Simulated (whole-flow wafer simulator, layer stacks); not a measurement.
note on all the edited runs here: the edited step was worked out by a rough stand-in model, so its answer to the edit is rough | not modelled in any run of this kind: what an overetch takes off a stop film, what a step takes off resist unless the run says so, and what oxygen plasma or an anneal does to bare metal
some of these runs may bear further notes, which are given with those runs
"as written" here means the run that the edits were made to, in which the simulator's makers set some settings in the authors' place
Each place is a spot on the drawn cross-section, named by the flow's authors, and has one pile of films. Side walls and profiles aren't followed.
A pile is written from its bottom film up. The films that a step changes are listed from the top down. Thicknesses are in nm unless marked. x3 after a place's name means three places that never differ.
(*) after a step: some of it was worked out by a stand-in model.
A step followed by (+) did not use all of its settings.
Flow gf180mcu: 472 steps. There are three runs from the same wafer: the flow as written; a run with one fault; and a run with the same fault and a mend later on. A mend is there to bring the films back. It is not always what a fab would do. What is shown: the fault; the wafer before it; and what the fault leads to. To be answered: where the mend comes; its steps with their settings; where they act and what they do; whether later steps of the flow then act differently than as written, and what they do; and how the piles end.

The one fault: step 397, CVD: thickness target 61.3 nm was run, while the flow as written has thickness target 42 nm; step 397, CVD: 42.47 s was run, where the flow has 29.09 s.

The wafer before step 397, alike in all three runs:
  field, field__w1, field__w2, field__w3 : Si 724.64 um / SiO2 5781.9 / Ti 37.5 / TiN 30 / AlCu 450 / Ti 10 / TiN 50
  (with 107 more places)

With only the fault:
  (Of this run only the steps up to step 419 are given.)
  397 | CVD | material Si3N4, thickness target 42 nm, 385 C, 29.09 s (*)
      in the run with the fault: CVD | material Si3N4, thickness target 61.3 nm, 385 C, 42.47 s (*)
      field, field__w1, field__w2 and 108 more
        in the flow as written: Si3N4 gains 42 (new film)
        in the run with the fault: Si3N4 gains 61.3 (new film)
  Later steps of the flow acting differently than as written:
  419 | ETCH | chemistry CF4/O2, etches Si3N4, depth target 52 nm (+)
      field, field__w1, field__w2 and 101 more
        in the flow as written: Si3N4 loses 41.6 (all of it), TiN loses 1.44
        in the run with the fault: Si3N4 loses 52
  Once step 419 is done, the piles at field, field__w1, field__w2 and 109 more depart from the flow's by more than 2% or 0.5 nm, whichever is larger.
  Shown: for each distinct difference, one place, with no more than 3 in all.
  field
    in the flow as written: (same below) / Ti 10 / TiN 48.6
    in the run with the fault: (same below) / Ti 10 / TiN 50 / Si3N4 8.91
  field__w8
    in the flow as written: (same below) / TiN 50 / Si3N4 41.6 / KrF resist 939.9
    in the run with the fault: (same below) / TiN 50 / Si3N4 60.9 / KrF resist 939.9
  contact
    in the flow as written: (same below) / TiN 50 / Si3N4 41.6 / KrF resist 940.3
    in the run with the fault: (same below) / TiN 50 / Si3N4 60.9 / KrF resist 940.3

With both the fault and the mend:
  The mend follows step 397.
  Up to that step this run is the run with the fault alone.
  397a | WET ETCH | chemistry H3PO4, depth target 19.3 nm, 160 C (the flow's step 14 again, with other settings)
      field, field__w1, field__w2 and 108 more
        Si3N4 loses 19.3
  Later steps of the flow that are run all act as written at every place that is followed, up to a difference of at most 2% or 0.5 nm, whichever is larger.
  When the end is reached, the piles differ only a little from the flow's at the places that both follow, at most by 2% or 0.5 nm, whichever is larger.
